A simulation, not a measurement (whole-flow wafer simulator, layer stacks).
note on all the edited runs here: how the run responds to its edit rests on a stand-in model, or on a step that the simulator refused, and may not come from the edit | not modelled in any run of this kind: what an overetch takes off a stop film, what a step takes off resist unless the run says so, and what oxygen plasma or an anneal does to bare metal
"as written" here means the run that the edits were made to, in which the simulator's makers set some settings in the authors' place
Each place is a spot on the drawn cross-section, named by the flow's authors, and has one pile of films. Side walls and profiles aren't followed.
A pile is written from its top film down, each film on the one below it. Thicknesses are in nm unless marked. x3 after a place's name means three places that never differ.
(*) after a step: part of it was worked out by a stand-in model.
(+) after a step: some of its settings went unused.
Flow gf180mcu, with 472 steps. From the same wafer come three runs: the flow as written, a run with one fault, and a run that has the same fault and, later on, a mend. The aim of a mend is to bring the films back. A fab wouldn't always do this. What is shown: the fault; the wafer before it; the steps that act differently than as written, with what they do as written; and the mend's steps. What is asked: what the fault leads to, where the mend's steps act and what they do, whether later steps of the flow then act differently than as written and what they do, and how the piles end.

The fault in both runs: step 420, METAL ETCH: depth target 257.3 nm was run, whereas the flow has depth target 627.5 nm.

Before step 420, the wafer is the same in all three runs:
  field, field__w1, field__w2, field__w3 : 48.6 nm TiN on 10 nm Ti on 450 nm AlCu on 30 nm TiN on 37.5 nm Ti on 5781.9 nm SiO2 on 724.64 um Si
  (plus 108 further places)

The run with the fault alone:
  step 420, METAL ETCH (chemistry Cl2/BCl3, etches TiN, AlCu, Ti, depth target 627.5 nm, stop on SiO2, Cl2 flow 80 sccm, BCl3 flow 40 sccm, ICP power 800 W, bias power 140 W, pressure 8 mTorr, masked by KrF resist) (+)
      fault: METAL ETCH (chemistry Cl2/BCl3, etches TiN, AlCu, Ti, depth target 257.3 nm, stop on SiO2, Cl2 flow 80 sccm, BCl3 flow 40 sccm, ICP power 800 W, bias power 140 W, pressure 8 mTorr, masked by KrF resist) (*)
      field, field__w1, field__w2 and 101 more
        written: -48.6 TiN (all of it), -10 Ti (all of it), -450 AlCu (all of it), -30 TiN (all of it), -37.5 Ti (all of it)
        fault: -48.6 TiN (all of it), -10 Ti (all of it), -198.7 AlCu
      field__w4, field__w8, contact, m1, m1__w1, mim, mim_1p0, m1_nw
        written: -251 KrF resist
        fault: -102.9 KrF resist
  Steps further on in the flow that do not act as written (1 more step, not shown, differs only slightly: by at most 2% or 0.5 nm, whichever is larger):
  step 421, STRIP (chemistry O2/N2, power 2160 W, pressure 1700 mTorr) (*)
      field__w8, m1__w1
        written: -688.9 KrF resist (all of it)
        fault: -836.9 KrF resist (all of it)
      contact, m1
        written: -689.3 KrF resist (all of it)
        fault: -837.4 KrF resist (all of it)
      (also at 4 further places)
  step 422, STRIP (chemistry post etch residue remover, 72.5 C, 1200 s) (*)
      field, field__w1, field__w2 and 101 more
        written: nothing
        fault: -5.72 AlCu
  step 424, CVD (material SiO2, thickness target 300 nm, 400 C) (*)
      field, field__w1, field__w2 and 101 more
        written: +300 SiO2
        fault: +300 SiO2 (new film)
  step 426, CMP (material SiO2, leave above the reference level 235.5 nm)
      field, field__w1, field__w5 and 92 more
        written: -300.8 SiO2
        fault: -613.9 SiO2
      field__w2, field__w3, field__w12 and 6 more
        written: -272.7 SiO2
        fault: -613.9 SiO2
  The piles end different from the flow's at field, field__w1, field__w2 and 101 more by more than 2% or 0.5 nm, whichever is larger.
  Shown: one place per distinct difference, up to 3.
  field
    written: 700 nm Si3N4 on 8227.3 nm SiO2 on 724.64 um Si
    fault: 700 nm Si3N4 on 2132.3 nm SiO2 on 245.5 nm AlCu on 30 nm TiN on 37.5 nm Ti on 5781.9 nm SiO2 on 724.64 um Si
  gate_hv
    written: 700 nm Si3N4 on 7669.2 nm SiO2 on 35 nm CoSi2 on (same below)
    fault: 700 nm Si3N4 on 2132.3 nm SiO2 on 245.5 nm AlCu on 30 nm TiN on 37.5 nm Ti on 5223.8 nm SiO2 on 35 nm CoSi2 on (same below)
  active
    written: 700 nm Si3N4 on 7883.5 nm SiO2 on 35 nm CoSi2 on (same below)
    fault: 700 nm Si3N4 on 2132.3 nm SiO2 on 245.5 nm AlCu on 30 nm TiN on 37.5 nm Ti on 5438.1 nm SiO2 on 35 nm CoSi2 on (same below)

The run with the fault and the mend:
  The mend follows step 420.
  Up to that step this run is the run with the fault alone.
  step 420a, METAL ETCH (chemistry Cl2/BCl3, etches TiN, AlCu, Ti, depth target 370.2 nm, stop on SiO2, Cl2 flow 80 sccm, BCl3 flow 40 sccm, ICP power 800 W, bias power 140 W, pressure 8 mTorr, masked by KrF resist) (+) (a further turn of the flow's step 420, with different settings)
      field, field__w1, field__w2 and 101 more
        -251.3 AlCu (all of it), -30 TiN (all of it), -37.5 Ti (all of it)
      field__w4, field__w8, contact, m1, m1__w1, mim, mim_1p0, m1_nw
        -148.1 KrF resist
  Later steps of the flow that are run all act as written at every place that is followed.
  The piles end the same as the flow's at every place that both follow.
